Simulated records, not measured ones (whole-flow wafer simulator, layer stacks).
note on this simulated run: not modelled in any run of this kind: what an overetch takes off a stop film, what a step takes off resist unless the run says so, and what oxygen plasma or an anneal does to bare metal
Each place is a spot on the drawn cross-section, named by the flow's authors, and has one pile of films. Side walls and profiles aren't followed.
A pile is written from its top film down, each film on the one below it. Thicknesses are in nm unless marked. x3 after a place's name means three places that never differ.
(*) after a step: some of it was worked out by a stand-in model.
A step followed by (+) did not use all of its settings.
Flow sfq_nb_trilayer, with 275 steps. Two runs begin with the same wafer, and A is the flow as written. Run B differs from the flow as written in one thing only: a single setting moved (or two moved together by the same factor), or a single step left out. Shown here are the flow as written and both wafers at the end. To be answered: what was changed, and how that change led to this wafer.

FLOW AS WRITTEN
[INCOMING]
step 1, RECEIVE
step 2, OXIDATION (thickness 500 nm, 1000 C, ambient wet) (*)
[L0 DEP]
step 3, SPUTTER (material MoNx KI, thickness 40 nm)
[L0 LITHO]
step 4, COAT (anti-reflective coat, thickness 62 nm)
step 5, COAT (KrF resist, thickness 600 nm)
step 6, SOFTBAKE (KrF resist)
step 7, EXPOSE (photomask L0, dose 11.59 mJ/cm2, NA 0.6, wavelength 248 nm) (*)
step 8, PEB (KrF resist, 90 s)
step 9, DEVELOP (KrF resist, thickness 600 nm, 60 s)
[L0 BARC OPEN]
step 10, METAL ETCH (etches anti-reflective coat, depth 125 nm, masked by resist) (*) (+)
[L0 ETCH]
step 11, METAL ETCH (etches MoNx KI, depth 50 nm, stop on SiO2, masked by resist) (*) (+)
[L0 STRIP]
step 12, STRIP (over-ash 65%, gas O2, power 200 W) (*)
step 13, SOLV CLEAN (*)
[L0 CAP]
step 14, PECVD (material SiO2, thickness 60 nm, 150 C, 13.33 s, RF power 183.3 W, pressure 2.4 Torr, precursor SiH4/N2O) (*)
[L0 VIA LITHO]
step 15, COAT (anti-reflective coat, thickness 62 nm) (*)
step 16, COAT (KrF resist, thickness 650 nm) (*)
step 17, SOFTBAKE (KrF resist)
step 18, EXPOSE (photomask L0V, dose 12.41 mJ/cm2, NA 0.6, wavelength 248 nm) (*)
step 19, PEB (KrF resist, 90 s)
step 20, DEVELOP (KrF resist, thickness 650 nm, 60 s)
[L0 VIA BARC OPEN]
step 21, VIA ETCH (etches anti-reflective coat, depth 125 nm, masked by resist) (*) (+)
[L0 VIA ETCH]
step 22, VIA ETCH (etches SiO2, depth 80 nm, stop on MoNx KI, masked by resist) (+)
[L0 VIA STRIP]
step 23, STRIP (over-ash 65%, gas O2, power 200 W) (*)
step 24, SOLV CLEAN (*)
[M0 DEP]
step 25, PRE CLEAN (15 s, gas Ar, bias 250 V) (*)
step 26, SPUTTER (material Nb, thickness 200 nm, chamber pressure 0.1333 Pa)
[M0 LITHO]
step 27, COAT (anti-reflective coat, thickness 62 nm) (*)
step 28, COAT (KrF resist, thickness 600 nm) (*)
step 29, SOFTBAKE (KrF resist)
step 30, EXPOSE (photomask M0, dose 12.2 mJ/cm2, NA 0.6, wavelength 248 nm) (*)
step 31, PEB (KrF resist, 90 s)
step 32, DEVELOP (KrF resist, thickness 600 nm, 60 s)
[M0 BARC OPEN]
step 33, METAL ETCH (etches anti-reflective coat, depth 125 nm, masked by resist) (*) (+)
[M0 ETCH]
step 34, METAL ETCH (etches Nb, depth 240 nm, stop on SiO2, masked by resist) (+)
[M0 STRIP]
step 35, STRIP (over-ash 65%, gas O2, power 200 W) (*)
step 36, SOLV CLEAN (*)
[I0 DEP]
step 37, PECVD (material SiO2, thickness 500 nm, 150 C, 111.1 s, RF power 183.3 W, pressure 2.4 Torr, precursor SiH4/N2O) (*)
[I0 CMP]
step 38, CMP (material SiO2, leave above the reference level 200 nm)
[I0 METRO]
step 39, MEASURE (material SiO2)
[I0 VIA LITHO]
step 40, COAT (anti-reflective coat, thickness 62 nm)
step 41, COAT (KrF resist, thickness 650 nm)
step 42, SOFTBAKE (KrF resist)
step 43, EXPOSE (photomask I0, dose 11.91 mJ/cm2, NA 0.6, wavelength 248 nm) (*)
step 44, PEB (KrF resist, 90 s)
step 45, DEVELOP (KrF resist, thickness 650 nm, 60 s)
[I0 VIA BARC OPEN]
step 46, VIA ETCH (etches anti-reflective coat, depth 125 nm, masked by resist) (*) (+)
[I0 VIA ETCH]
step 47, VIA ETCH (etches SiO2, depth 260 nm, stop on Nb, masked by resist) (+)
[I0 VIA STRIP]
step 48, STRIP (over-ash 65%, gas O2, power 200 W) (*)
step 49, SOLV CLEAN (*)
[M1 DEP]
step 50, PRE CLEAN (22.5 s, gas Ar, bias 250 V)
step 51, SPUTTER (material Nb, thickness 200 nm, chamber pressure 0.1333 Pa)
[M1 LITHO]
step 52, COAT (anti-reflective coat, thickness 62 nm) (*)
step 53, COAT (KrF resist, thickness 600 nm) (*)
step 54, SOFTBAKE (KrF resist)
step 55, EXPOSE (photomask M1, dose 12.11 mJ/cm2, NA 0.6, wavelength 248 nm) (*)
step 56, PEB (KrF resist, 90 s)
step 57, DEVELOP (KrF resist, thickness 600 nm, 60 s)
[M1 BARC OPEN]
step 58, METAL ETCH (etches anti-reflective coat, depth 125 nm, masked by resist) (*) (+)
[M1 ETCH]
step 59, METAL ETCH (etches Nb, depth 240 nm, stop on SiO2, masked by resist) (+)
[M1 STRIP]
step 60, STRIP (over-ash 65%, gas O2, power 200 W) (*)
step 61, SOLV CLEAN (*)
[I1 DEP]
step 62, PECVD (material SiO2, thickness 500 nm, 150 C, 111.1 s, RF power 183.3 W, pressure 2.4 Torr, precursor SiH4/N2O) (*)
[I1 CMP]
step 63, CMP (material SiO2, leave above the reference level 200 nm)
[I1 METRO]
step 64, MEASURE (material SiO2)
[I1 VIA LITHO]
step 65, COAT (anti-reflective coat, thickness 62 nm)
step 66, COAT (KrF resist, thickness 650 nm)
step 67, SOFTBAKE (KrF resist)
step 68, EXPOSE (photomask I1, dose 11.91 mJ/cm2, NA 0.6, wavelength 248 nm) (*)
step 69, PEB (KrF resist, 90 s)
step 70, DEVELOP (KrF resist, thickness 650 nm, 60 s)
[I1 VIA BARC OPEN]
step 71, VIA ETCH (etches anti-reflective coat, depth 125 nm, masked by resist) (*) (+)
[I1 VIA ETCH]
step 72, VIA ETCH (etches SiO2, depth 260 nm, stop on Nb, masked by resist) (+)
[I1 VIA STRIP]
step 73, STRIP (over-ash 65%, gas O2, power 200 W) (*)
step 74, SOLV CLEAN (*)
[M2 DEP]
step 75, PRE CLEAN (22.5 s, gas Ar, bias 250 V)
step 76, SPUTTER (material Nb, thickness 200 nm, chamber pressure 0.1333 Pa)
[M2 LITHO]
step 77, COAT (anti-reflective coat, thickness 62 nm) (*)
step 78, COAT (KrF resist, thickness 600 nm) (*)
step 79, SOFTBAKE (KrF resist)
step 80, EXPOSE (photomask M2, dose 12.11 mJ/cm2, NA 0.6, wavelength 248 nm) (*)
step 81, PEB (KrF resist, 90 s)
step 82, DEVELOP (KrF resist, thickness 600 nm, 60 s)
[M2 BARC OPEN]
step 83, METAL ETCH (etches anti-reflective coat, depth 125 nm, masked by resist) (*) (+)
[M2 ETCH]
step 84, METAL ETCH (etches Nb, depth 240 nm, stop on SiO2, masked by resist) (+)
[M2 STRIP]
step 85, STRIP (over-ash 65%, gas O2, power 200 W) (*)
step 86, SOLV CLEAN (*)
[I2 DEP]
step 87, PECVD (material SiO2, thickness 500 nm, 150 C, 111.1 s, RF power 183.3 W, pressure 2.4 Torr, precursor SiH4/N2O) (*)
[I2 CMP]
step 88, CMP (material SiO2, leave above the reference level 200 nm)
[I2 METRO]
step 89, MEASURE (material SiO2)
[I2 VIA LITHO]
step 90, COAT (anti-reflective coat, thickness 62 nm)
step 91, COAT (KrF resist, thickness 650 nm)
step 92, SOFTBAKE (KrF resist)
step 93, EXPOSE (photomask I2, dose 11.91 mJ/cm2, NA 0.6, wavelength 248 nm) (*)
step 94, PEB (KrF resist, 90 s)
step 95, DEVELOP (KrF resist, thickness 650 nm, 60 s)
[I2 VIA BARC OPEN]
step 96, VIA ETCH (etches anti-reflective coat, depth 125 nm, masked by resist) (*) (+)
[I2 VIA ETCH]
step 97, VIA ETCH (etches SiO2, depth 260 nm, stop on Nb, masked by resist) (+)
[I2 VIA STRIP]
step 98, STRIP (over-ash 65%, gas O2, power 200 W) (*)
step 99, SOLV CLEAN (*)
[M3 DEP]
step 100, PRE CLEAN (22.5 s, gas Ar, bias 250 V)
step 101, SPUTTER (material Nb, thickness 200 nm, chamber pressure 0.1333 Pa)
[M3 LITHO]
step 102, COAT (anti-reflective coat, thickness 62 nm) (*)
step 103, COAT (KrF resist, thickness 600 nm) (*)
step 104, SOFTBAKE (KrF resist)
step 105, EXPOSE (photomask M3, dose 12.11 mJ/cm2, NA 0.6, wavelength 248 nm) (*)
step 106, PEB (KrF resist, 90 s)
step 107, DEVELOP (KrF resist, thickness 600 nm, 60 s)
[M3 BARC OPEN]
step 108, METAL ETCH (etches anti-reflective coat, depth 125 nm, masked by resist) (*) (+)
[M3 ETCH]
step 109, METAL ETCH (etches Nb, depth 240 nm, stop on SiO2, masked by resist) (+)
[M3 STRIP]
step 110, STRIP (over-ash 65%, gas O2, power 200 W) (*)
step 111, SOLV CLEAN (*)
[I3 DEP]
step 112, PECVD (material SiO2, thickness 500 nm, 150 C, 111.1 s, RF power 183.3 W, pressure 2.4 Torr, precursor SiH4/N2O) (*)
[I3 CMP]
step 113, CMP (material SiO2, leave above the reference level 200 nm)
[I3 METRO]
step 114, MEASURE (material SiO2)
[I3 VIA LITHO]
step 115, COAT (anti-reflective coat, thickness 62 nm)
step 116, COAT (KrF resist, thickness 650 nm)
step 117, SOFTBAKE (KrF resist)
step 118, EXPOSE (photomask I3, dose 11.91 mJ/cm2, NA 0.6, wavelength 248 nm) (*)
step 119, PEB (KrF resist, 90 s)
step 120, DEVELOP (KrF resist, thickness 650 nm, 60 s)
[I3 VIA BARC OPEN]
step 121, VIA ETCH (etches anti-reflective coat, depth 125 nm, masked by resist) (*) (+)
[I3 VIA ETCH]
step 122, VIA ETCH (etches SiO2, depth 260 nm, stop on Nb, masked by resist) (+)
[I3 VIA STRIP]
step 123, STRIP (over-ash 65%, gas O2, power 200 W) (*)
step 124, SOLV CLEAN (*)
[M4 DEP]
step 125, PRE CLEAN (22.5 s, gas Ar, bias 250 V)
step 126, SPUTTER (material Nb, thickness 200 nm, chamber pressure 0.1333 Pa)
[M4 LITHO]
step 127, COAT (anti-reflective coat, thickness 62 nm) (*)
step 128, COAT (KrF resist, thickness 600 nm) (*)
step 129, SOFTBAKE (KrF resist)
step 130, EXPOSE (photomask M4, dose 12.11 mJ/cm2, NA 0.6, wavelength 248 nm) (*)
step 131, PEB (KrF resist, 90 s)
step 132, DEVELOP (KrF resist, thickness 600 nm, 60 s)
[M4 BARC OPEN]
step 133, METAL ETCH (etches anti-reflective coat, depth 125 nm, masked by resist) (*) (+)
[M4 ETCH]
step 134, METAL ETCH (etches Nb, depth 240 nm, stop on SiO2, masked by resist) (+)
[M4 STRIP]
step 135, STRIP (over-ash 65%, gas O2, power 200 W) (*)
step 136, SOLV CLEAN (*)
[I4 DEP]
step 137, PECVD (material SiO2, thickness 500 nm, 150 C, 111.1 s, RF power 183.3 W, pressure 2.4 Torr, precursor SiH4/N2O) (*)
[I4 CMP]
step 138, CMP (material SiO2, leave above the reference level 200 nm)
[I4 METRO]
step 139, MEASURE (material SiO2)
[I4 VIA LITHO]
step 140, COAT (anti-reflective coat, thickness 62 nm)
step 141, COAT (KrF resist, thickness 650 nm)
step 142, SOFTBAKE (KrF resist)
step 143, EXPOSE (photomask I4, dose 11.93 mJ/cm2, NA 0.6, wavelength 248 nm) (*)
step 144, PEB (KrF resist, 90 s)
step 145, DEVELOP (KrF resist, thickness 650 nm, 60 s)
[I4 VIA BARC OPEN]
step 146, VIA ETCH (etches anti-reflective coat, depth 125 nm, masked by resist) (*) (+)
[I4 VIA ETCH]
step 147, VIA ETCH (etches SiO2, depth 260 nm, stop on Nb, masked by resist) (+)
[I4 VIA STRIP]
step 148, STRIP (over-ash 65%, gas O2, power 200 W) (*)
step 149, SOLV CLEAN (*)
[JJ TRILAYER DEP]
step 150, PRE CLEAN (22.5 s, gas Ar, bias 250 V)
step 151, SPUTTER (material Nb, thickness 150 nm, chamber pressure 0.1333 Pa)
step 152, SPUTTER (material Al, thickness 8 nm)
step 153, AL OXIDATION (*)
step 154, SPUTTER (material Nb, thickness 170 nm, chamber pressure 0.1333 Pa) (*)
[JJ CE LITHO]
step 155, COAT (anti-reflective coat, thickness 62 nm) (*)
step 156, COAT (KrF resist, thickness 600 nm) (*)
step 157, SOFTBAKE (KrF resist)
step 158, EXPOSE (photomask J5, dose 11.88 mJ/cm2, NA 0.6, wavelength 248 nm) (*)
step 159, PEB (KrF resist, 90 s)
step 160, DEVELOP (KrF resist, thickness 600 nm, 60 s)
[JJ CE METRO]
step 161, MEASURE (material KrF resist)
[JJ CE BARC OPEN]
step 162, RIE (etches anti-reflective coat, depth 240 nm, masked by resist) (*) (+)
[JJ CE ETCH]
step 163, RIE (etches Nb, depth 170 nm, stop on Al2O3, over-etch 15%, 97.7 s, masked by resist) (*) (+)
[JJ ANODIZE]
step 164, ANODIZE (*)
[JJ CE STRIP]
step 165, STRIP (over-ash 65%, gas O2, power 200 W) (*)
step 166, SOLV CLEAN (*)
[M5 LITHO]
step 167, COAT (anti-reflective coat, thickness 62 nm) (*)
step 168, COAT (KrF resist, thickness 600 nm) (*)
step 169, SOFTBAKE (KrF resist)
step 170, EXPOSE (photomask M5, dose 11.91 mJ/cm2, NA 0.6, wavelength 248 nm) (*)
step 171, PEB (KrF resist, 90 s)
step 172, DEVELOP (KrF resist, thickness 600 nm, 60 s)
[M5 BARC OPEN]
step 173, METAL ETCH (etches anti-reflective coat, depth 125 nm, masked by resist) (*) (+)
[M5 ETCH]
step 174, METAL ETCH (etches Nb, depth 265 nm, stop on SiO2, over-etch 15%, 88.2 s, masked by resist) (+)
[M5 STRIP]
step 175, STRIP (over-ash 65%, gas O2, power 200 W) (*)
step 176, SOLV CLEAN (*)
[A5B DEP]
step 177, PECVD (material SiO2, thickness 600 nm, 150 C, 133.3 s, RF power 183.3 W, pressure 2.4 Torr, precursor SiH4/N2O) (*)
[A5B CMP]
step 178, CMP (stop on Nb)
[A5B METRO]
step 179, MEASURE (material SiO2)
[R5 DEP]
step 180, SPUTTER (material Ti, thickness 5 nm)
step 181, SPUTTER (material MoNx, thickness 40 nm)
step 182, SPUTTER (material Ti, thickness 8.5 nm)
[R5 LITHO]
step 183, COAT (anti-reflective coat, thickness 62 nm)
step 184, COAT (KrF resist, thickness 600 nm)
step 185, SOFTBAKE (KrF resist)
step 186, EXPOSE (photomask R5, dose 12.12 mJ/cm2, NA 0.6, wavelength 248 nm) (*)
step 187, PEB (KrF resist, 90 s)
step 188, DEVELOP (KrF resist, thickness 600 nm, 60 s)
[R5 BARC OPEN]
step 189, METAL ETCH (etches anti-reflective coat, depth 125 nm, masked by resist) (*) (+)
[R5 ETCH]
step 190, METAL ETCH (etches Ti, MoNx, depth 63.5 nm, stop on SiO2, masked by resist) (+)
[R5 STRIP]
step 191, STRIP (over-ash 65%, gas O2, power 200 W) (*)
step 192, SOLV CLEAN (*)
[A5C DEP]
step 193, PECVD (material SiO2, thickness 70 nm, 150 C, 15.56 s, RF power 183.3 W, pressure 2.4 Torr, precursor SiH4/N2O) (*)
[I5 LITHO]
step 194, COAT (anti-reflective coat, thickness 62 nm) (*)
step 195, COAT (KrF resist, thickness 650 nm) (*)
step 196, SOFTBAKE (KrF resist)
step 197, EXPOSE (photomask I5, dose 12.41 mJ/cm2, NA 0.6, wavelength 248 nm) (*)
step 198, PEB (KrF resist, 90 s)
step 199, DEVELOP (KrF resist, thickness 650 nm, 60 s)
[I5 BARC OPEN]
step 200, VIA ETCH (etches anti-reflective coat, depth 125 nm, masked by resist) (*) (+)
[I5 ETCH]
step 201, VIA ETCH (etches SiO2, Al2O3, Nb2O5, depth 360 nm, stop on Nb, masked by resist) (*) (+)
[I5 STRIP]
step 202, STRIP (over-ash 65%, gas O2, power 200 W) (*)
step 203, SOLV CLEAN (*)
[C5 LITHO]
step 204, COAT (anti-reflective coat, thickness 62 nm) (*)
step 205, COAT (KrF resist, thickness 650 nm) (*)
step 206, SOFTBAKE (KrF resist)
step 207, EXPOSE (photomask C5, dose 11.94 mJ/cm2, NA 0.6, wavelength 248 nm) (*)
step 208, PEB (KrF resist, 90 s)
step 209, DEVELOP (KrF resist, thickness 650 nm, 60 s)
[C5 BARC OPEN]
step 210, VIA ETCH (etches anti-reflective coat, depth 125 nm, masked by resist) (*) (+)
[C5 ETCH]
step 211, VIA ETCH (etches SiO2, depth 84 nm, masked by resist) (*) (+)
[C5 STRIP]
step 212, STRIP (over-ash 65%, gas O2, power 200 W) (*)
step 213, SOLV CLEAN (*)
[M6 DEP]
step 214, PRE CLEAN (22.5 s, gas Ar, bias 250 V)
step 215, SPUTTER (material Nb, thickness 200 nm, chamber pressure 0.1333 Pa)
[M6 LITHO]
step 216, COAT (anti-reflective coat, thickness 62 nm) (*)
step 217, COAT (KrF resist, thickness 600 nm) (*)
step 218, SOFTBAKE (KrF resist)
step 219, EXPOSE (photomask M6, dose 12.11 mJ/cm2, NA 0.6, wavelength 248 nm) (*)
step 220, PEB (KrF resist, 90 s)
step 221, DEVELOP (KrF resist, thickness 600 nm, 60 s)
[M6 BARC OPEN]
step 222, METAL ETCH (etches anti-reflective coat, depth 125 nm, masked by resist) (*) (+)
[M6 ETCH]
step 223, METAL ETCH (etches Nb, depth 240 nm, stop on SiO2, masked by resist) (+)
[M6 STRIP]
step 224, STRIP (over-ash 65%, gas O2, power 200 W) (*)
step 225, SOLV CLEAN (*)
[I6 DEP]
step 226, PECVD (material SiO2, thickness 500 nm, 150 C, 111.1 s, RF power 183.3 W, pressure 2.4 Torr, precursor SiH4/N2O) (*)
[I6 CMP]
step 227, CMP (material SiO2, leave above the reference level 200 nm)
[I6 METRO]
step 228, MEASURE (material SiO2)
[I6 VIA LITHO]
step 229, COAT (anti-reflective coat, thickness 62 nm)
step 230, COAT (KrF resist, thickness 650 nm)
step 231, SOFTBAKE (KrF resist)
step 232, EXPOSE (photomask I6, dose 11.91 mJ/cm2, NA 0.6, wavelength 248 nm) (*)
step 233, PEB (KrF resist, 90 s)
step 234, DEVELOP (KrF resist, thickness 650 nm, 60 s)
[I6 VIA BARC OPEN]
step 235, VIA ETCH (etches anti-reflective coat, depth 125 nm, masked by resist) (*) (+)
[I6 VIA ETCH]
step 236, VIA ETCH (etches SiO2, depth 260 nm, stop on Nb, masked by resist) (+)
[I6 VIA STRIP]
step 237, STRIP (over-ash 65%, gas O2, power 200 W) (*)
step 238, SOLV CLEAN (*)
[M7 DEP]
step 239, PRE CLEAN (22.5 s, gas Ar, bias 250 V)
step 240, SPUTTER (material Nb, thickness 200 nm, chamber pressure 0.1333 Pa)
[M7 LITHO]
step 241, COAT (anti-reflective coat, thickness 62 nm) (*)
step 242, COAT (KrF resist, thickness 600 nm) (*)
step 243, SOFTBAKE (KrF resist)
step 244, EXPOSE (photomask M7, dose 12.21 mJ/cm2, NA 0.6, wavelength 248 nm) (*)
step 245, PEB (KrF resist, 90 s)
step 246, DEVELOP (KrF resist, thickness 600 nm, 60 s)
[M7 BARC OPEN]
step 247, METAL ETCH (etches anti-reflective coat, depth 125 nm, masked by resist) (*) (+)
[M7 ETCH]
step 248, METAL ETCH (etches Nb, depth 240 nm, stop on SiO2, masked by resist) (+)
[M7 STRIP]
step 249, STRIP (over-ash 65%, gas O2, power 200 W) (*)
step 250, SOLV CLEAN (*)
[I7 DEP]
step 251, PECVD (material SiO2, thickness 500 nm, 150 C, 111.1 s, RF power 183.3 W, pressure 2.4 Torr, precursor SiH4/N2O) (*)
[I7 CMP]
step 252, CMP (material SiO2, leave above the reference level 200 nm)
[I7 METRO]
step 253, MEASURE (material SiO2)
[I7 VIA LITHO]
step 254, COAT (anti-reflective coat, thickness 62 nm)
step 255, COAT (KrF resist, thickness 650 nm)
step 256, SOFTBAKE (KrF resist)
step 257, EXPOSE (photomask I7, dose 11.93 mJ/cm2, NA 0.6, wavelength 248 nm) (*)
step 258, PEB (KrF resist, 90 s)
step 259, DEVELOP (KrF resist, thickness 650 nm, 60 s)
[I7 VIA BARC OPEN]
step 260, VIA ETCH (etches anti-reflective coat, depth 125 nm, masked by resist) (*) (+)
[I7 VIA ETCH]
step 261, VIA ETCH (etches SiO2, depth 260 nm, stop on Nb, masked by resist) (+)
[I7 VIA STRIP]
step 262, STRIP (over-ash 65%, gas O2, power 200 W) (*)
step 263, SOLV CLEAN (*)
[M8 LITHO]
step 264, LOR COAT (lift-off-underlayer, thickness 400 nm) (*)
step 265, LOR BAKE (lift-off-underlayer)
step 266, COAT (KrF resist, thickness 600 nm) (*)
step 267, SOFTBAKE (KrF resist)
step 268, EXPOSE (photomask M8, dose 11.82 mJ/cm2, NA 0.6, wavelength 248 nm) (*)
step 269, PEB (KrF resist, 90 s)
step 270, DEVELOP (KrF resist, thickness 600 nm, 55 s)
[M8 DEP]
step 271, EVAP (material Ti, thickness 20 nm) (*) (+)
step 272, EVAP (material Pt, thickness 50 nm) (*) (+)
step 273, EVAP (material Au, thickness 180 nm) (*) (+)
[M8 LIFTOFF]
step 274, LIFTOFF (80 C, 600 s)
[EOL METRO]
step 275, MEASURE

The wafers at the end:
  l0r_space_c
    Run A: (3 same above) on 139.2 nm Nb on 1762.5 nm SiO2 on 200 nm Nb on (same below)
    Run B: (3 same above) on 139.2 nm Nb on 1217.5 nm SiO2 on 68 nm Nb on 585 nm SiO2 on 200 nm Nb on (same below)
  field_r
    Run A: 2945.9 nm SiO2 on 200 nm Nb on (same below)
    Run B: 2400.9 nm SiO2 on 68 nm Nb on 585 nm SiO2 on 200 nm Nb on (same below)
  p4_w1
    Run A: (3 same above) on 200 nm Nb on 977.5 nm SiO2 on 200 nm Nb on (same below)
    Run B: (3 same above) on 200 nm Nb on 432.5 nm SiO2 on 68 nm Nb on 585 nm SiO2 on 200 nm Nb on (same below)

Cause: step 76, SPUTTER: thickness 308 nm was run, while the flow as written has thickness 200 nm.

Step by step, how the change led to this:
  step 76, SPUTTER (material Nb, thickness 200 nm, chamber pressure 0.1333 Pa)
      field_l, v_sur, via_wl and 102 more: A Nb gains 200 (new film) | B Nb gains 308 (new film)
      via_v: A Nb gains 174.5 | B Nb gains 270.5
  step 84, METAL ETCH (etches Nb, depth 240 nm, stop on SiO2, masked by resist) (+)
      field_l, be, be_sur and 81 more: A Nb loses 200 (all of it) | B Nb loses 240
  step 87, PECVD (material SiO2, thickness 500 nm, 150 C, 111.1 s, RF power 183.3 W, pressure 2.4 Torr, precursor SiH4/N2O) (*)
      field_l, be, be_sur and 81 more: A SiO2 gains 500 | B SiO2 gains 500 (new film)
      via_v: A SiO2 gains 606 (new film) | B SiO2 gains 593.5 (new film)
  step 88, CMP (material SiO2, leave above the reference level 200 nm)
      field_l, be, be_sur and 81 more: A SiO2 loses 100 | B SiO2 loses 60
      via_v: A SiO2 loses 181.6 | B SiO2 loses 157.1
If metal films that touch count as one body, l0r_space_c has 3 bodies (between them, from the top down: SiO2 1217.5; SiO2 585); the flow as written gives 2 bodies (between them, from the top down: SiO2 1762.5).
If metal films that touch count as one body, field_r has 2 bodies (between them, from the top down: SiO2 585); the flow as written gives 1 body.
If metal films that touch count as one body, p4_w1 has 4 bodies (between them, from the top down: SiO2 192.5; SiO2 432.5; SiO2 585); the flow as written gives 3 bodies (between them, from the top down: SiO2 192.5; SiO2 977.5).
